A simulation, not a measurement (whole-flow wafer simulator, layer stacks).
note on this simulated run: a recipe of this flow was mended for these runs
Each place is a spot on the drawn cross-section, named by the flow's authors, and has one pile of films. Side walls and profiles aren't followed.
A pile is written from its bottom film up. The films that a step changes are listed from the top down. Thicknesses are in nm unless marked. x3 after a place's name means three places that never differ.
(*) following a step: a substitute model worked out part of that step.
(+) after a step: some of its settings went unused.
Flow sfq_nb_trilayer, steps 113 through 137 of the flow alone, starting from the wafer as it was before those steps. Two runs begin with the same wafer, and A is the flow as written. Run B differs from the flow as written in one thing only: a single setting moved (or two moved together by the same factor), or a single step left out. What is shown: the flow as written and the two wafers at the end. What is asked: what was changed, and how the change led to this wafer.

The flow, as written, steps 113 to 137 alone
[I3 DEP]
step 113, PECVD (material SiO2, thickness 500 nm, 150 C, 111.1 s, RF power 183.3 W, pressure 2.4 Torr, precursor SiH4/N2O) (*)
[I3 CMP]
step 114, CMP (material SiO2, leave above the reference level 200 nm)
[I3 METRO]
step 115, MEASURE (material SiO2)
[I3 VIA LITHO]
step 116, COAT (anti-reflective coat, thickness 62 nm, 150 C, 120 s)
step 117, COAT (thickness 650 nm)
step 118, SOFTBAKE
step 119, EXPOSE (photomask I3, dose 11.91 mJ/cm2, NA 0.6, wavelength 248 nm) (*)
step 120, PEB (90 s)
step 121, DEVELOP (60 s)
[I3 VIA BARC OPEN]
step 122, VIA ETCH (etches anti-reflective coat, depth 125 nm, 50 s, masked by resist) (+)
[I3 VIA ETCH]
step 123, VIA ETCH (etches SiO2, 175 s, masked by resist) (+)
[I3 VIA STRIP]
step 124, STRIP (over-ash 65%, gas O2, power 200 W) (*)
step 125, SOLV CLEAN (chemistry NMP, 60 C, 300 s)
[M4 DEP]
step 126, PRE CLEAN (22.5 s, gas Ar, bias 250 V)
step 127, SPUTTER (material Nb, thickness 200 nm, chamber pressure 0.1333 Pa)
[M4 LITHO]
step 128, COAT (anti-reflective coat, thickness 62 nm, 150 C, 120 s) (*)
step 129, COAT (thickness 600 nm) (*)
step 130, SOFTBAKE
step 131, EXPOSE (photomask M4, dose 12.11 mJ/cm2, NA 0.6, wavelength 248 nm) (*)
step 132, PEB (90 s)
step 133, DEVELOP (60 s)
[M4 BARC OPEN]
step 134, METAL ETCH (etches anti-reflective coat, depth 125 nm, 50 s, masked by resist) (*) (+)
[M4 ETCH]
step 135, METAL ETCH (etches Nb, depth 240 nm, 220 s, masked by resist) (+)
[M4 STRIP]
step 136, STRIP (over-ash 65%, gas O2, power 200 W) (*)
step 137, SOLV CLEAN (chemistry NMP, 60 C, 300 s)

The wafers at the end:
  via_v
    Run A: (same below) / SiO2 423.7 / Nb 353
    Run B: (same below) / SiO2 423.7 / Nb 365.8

Cause: step 123, VIA ETCH: 130 s was run, while the flow as written has 175 s.

Step by step, how the change led to this:
  step 123, VIA ETCH (etches SiO2, 175 s, masked by resist) (+)
      via_v: A SiO2 loses 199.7 (all of it), Nb loses 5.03 | B SiO2 loses 193.1
      field_l, v_sur, via_wl and 102 more: A KrF-resist-other-grade loses 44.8 | B KrF-resist-other-grade loses 33.3
  step 124, STRIP (over-ash 65%, gas O2, power 200 W) (*)
      field_l, v_sur, via_wl and 102 more: A KrF-resist-other-grade loses 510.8 (all of it), anti-reflective coat loses 62 (all of it) | B KrF-resist-other-grade loses 522.4 (all of it), anti-reflective coat loses 62 (all of it)
  step 126, PRE CLEAN (22.5 s, gas Ar, bias 250 V)
      via_v: A Nb loses 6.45 | B SiO2 loses 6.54 (all of it), Nb loses 0.93
